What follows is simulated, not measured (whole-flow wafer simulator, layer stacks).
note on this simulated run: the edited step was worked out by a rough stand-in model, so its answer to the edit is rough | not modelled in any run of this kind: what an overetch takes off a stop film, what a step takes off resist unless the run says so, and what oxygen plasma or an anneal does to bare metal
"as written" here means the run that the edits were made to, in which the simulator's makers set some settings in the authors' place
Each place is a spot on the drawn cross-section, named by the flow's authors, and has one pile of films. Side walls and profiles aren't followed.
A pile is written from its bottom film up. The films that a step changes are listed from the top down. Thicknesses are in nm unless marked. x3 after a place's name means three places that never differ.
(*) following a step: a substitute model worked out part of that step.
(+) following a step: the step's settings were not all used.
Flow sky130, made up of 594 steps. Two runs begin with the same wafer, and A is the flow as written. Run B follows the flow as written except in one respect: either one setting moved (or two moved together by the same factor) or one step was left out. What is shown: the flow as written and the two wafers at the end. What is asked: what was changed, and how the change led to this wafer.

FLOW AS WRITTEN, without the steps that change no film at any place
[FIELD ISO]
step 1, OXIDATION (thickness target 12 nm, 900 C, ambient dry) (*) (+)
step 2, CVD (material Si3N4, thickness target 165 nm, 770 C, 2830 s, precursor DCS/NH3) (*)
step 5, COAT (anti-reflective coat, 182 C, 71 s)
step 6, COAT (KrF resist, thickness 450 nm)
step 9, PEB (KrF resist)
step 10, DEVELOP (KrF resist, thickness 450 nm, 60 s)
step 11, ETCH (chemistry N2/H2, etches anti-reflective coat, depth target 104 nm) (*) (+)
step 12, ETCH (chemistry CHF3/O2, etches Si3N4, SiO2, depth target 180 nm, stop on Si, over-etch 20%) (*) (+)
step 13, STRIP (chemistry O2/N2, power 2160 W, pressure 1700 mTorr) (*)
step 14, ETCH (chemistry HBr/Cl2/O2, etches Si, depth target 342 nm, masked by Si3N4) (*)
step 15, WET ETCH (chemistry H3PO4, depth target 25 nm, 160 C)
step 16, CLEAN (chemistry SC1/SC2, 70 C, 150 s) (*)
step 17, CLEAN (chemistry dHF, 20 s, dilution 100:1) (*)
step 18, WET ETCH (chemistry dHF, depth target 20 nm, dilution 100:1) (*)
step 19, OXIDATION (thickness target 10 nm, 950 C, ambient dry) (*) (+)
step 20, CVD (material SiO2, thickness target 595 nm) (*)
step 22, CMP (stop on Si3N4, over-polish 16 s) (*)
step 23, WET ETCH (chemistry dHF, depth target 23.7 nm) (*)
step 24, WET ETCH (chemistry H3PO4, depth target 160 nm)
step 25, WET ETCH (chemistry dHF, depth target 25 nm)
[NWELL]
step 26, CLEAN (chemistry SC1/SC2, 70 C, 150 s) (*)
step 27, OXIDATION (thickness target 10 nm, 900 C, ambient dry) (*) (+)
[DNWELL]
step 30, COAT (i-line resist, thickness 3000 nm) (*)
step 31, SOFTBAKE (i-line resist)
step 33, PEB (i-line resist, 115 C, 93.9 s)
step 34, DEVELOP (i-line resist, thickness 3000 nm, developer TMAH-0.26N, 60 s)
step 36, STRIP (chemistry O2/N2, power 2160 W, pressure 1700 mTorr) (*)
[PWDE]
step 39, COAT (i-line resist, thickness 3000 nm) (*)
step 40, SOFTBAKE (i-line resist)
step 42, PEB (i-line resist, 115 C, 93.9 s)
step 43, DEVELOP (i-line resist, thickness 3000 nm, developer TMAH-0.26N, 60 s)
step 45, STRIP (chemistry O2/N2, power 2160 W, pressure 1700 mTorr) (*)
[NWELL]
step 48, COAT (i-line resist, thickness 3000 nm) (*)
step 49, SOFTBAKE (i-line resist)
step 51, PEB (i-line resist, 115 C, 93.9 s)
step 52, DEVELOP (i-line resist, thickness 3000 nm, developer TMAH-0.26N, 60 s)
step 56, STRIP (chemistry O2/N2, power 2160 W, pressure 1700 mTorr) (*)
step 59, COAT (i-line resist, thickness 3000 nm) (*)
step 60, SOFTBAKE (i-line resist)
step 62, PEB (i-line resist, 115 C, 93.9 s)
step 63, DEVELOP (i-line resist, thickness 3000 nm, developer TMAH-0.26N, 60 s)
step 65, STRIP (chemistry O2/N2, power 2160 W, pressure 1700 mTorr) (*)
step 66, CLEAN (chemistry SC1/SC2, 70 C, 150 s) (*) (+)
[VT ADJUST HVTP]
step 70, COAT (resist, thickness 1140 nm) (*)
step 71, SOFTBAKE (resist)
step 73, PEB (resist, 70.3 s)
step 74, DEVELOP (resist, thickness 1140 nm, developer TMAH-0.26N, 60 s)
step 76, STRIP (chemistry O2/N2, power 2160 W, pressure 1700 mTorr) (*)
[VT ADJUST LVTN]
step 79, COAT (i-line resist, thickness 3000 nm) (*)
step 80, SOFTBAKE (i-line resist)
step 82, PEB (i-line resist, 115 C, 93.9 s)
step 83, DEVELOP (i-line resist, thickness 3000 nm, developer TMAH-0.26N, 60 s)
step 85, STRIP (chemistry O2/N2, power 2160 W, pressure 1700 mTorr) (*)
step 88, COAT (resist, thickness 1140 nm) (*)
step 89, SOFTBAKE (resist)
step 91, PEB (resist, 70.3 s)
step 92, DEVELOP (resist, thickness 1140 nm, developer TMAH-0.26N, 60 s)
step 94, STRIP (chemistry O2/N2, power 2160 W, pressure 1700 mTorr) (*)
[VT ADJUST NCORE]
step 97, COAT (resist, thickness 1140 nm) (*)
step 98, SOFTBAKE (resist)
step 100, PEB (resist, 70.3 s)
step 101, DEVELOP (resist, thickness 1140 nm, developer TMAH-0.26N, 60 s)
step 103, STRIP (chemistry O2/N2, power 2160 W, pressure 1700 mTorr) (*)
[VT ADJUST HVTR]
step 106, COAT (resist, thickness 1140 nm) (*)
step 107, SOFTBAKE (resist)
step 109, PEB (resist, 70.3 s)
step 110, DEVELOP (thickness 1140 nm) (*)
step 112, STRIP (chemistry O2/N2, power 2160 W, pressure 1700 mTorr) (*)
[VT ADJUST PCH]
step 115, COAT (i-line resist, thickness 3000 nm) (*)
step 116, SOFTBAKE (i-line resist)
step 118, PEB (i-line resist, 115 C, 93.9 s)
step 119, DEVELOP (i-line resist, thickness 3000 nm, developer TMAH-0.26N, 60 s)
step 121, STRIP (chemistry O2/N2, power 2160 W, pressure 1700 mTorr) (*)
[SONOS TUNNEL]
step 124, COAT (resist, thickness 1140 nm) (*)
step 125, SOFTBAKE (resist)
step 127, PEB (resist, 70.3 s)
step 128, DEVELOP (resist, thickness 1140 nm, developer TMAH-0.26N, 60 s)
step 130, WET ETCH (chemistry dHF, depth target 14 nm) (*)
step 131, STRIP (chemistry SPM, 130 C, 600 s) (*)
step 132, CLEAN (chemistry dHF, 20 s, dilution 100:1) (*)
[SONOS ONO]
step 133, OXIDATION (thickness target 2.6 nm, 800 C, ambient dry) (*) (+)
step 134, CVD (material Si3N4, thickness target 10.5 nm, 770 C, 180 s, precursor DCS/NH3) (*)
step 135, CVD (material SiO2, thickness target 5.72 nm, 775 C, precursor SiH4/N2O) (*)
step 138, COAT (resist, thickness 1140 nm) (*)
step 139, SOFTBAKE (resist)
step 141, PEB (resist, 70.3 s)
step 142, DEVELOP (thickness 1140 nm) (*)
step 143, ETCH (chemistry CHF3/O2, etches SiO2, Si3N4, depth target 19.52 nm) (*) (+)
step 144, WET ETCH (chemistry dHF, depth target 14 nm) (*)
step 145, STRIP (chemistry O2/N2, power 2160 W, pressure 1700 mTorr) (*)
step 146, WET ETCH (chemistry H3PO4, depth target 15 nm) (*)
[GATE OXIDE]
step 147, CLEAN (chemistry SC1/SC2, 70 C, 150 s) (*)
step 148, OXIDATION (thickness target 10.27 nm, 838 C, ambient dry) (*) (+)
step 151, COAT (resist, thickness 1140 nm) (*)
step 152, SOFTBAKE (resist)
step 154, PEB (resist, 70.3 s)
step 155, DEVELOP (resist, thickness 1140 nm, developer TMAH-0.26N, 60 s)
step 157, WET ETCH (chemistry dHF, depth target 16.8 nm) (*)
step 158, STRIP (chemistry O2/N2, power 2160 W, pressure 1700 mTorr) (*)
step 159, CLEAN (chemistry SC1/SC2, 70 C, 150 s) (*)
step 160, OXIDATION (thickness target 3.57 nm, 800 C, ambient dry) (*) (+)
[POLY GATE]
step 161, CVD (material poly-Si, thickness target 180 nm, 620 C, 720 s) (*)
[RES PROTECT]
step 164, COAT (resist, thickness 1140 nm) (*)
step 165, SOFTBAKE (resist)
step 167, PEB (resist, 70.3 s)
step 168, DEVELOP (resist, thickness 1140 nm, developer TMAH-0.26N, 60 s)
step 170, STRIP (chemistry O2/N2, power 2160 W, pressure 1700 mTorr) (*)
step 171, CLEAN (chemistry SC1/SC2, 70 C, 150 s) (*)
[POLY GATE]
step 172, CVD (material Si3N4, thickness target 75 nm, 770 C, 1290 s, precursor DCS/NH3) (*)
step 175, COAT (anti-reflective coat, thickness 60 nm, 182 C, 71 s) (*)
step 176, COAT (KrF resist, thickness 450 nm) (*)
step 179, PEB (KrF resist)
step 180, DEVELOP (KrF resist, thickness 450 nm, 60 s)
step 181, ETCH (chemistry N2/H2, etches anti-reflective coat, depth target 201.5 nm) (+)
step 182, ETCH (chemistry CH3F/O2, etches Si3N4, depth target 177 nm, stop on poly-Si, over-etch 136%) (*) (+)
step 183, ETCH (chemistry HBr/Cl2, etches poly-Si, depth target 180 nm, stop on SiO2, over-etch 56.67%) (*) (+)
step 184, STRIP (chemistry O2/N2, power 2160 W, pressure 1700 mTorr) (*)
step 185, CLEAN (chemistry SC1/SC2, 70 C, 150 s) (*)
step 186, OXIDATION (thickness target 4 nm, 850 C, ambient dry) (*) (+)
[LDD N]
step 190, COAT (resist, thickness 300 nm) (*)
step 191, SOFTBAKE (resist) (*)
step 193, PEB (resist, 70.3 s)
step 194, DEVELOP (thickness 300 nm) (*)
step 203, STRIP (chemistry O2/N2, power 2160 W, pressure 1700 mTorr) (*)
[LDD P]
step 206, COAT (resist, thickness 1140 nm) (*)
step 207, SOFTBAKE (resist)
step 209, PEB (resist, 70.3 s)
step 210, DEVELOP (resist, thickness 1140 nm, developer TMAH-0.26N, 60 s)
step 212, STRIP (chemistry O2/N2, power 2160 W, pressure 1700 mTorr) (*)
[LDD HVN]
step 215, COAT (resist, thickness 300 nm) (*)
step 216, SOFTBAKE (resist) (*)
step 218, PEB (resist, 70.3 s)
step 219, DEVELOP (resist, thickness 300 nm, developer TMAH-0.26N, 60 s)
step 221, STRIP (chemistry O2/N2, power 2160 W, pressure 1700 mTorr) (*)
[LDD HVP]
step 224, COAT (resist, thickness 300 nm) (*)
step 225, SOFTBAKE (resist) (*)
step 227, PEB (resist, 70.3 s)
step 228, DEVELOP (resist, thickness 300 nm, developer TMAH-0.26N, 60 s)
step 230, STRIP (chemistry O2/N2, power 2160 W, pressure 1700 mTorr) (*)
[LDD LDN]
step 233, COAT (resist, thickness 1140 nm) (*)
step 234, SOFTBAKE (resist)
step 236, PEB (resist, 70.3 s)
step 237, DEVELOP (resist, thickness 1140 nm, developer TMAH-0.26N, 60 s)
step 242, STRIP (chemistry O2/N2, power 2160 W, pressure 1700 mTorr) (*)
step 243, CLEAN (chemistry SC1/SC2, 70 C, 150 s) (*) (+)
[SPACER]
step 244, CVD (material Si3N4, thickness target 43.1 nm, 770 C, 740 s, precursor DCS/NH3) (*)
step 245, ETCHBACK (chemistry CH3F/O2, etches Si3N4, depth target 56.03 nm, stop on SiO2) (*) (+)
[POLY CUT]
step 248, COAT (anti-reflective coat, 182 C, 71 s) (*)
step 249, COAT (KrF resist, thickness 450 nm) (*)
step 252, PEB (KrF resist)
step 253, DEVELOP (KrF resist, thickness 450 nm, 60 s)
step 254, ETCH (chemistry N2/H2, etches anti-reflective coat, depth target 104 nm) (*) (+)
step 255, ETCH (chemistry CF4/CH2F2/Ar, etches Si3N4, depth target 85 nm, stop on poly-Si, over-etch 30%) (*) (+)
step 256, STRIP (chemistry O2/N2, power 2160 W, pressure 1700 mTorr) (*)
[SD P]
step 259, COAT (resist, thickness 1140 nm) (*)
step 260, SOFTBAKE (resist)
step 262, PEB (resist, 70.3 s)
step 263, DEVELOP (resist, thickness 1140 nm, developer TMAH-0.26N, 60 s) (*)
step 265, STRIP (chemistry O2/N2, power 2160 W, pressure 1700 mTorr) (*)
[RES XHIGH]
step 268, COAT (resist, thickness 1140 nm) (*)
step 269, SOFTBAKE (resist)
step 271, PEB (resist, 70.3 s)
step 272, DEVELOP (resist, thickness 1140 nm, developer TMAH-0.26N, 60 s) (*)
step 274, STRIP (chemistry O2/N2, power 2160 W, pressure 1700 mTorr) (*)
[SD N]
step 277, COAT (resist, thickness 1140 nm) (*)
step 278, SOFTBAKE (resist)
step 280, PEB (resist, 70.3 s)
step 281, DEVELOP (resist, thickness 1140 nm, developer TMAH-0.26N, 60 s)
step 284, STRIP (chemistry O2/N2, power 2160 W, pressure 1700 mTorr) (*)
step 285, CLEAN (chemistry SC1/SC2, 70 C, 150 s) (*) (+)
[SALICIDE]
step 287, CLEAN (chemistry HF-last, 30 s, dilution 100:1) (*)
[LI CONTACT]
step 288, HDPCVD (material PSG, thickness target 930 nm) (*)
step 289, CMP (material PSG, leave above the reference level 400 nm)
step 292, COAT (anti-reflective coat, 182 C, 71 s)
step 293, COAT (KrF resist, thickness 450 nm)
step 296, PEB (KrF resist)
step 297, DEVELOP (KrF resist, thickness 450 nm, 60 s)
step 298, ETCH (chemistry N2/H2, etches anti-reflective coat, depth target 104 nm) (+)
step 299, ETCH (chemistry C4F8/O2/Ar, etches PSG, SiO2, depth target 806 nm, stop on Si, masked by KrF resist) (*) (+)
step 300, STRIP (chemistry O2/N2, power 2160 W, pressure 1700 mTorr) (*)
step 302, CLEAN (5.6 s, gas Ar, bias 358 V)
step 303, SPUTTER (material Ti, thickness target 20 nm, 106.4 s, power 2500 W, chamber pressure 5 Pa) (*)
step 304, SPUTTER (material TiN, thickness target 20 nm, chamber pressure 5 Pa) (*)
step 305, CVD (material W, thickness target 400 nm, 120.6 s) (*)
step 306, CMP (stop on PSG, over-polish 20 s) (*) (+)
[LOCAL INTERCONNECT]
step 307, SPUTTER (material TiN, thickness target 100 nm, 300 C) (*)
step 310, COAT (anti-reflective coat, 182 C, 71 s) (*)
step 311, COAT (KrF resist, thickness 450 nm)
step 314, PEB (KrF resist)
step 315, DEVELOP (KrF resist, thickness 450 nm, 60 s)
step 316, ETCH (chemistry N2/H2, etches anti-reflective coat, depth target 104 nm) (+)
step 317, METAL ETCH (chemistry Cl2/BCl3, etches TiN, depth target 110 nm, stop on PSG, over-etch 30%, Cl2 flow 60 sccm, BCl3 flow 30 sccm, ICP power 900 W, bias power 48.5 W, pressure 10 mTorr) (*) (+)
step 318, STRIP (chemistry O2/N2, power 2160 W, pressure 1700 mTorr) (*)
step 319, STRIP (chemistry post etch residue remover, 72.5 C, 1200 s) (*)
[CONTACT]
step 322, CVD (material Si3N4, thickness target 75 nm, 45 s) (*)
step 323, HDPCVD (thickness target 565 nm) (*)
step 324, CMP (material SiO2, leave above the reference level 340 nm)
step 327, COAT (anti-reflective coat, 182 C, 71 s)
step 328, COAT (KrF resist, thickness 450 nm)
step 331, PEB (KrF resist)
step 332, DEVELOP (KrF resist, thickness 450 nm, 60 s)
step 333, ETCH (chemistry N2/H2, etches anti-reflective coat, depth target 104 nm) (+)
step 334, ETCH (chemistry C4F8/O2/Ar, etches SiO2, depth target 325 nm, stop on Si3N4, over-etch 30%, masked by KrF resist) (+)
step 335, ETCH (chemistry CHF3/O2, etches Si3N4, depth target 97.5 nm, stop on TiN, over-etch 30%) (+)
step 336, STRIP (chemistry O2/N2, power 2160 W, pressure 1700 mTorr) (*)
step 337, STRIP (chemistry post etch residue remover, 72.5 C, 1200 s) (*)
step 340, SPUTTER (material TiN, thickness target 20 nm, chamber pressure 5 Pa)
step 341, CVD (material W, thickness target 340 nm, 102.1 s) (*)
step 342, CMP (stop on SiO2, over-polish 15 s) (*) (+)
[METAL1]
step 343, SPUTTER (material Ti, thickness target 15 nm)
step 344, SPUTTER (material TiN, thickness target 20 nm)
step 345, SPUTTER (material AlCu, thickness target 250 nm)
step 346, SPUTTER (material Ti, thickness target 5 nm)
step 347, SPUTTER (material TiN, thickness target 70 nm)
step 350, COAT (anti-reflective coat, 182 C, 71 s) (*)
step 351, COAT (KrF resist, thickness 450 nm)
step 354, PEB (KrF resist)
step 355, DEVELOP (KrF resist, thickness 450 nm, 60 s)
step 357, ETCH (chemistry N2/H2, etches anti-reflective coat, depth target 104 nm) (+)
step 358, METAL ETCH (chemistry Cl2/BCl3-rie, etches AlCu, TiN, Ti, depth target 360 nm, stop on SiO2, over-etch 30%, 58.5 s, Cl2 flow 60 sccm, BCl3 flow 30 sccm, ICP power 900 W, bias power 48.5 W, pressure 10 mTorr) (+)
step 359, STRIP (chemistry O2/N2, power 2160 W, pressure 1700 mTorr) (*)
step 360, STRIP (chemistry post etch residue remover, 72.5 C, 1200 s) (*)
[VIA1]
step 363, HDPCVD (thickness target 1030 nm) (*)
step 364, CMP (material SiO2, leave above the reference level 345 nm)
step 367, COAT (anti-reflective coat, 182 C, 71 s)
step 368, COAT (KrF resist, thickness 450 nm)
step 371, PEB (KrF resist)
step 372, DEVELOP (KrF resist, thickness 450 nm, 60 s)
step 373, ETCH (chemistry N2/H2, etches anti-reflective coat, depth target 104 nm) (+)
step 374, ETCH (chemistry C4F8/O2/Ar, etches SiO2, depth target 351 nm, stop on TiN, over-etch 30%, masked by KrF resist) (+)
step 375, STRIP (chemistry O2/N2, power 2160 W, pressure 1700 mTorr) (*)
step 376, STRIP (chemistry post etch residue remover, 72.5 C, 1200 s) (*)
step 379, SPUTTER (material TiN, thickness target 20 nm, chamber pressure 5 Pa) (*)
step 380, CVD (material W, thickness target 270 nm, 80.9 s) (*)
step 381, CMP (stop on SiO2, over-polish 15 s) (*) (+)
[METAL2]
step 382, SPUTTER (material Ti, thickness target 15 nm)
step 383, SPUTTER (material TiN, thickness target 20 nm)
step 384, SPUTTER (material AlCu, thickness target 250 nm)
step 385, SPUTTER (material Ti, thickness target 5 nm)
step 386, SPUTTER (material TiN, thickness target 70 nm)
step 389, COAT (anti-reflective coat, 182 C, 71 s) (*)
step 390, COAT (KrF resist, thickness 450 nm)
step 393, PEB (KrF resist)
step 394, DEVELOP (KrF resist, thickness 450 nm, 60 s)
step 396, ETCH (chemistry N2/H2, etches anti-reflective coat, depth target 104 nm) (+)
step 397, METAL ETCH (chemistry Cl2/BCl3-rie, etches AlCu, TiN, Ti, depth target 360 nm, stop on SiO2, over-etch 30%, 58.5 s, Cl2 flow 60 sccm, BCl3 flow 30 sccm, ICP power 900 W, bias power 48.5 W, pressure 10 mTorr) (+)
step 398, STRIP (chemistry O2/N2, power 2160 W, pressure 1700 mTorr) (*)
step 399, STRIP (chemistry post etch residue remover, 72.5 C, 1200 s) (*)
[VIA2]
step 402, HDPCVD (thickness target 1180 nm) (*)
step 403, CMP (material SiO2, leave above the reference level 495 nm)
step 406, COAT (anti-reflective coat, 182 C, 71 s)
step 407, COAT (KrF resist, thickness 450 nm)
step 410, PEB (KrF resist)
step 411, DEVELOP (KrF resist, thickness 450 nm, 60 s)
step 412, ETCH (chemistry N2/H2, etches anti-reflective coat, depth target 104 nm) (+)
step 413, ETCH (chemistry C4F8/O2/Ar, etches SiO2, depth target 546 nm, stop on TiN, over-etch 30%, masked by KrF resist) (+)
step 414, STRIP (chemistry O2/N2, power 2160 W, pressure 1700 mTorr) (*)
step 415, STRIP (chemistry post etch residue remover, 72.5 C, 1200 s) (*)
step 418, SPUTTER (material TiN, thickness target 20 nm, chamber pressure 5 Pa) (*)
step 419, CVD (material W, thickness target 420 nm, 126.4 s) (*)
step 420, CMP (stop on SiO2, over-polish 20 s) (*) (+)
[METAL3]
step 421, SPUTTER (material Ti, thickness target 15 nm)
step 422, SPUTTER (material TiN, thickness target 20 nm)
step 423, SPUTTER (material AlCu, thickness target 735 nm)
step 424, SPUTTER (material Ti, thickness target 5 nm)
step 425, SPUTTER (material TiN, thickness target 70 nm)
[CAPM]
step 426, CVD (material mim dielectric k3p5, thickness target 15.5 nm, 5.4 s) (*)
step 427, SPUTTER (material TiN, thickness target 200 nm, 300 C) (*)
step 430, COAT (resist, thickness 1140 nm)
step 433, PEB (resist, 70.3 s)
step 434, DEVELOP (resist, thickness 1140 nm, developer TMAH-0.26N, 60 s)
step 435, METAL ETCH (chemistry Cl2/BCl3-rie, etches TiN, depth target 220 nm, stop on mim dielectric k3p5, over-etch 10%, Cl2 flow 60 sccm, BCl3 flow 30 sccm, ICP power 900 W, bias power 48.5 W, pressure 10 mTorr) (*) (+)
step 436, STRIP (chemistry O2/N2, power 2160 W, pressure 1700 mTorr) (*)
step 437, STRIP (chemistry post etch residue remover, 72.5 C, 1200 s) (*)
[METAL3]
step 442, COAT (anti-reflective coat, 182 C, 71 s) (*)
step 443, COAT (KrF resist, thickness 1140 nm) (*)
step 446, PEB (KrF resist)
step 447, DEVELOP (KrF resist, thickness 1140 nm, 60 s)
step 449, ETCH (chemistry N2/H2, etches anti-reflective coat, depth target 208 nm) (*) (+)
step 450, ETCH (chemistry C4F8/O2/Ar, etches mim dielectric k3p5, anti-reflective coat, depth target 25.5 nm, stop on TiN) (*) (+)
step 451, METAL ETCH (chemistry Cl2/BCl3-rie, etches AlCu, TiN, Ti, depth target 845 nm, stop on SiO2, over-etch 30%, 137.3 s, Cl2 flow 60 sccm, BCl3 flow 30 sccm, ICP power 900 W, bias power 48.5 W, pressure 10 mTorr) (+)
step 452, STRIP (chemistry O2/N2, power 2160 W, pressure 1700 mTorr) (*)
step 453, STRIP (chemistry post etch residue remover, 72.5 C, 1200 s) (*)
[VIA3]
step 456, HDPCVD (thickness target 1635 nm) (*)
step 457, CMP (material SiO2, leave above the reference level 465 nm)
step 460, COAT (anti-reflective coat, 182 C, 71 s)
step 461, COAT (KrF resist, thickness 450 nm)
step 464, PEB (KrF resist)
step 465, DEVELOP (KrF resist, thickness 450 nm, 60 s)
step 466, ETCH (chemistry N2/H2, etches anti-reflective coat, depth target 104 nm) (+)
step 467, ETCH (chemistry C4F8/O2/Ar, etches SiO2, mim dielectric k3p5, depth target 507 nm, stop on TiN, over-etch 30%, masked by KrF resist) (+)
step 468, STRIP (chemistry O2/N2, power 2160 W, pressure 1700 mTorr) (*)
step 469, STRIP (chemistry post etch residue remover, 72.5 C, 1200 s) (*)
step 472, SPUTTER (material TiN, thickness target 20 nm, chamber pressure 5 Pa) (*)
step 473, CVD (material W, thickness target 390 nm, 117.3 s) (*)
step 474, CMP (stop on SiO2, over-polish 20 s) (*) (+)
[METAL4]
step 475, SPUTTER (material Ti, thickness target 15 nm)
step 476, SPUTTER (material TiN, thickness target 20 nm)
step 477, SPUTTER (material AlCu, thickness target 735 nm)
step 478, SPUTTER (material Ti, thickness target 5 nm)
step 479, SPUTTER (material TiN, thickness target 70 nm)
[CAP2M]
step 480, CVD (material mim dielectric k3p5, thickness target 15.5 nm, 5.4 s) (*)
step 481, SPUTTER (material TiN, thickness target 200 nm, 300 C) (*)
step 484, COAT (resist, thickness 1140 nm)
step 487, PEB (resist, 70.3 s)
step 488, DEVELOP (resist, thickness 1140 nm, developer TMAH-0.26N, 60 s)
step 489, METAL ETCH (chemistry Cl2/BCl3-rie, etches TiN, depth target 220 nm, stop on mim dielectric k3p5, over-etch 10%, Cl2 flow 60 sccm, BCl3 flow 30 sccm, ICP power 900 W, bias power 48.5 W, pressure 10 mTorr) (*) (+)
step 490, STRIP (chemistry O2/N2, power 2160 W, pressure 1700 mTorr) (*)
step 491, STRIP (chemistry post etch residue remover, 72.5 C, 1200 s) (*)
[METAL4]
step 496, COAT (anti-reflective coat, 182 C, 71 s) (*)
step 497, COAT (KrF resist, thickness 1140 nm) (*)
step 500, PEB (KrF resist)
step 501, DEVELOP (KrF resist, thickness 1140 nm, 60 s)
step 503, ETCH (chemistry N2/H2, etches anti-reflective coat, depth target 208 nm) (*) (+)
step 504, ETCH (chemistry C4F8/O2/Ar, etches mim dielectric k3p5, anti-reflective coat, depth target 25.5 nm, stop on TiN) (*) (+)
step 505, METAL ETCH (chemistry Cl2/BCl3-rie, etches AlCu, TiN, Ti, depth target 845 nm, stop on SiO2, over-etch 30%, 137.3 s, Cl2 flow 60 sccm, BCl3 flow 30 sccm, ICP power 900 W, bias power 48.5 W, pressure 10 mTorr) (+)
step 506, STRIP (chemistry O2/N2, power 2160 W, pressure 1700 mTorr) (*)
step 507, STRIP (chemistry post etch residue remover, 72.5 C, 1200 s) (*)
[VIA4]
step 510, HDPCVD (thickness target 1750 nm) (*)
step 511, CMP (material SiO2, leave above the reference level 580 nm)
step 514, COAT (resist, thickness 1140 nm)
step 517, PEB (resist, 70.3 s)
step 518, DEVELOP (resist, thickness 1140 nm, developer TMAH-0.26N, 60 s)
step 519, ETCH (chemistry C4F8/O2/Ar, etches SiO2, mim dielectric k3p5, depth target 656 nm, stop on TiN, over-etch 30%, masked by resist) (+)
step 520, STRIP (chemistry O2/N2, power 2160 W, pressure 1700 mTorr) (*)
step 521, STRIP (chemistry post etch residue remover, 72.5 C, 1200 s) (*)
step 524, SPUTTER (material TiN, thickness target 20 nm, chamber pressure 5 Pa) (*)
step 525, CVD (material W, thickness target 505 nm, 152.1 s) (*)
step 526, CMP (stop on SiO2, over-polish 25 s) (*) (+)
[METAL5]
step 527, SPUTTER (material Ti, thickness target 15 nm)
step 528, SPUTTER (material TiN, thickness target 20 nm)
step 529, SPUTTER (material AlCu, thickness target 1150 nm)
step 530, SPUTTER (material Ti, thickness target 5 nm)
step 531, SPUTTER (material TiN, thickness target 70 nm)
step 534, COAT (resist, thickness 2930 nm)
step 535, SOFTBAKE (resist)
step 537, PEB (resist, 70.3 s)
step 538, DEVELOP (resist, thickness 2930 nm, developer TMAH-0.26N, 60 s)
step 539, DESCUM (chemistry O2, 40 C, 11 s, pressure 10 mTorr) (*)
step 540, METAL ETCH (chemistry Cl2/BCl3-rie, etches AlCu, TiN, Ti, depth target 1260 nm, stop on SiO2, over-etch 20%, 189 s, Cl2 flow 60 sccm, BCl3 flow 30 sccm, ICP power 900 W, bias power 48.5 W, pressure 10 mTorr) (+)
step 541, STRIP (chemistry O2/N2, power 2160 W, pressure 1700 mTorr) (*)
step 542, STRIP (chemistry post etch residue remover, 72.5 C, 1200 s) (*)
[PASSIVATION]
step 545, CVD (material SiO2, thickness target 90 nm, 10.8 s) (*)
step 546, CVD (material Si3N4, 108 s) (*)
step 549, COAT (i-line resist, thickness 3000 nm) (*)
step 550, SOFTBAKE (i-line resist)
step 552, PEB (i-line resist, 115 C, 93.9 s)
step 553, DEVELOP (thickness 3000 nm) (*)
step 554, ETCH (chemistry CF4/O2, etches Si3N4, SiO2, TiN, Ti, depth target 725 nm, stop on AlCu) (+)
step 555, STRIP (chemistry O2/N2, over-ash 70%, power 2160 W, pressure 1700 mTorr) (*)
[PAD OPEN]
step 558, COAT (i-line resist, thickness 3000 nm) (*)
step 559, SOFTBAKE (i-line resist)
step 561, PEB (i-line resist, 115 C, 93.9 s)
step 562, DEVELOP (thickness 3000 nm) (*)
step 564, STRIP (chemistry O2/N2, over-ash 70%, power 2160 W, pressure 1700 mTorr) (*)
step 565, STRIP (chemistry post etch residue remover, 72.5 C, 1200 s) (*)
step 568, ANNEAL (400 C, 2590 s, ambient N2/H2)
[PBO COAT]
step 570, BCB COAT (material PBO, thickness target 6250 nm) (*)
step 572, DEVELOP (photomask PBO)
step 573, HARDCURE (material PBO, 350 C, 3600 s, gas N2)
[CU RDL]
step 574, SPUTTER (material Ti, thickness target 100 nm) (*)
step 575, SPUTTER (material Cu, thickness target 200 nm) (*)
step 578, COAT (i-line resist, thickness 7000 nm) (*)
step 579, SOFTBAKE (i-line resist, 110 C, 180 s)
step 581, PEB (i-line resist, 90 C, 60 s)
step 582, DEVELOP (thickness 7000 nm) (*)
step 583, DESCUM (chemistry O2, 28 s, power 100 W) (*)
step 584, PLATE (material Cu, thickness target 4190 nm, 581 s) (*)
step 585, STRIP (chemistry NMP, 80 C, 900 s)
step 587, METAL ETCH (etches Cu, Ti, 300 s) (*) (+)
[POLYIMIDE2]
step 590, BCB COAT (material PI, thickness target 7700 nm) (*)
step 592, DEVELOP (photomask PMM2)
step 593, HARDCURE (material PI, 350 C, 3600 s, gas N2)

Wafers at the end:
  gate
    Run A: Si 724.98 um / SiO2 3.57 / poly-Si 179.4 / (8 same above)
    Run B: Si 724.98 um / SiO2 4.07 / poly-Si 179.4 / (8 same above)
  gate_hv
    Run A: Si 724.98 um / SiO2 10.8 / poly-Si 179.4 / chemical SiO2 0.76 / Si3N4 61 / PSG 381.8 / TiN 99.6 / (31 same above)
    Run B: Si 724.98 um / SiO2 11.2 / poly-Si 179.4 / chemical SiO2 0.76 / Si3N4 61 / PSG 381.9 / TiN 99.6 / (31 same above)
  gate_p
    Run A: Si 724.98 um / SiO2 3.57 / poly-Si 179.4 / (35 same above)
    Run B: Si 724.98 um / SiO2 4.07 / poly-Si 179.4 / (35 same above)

What caused this: step 160, OXIDATION: thickness target 4.07 nm was run, though the flow has thickness target 3.57 nm.
One can read it off the wafer: gate has SiO2 4.07, and step 160 as written asks for 3.57 nm.

The path from the change to this, step by step:
  step 160, OXIDATION (thickness target 3.57 nm, 800 C, ambient dry) (*) (+)
      active, n_well, p_well and 58 more: A +3.57 SiO2 (new film), -0.76 chemical SiO2 (all of it), -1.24 Si | B +4.07 SiO2 (new film), -0.76 chemical SiO2 (all of it), -1.46 Si
  step 248, COAT (anti-reflective coat, 182 C, 71 s) (*)
      m1: A +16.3 anti-reflective coat (new film) | B +15.5 anti-reflective coat (new film)
      sonos_cell: A +8.94 anti-reflective coat (new film) | B +8.36 anti-reflective coat (new film)
  step 256, STRIP (chemistry O2/N2, power 2160 W, pressure 1700 mTorr) (*)
      m1: A -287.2 KrF resist (all of it), -16.3 anti-reflective coat (all of it) | B -287.7 KrF resist (all of it), -15.5 anti-reflective coat (all of it)
      sonos_cell: A -280.8 KrF resist (all of it), -8.94 anti-reflective coat (all of it) | B -281.4 KrF resist (all of it), -8.36 anti-reflective coat (all of it)
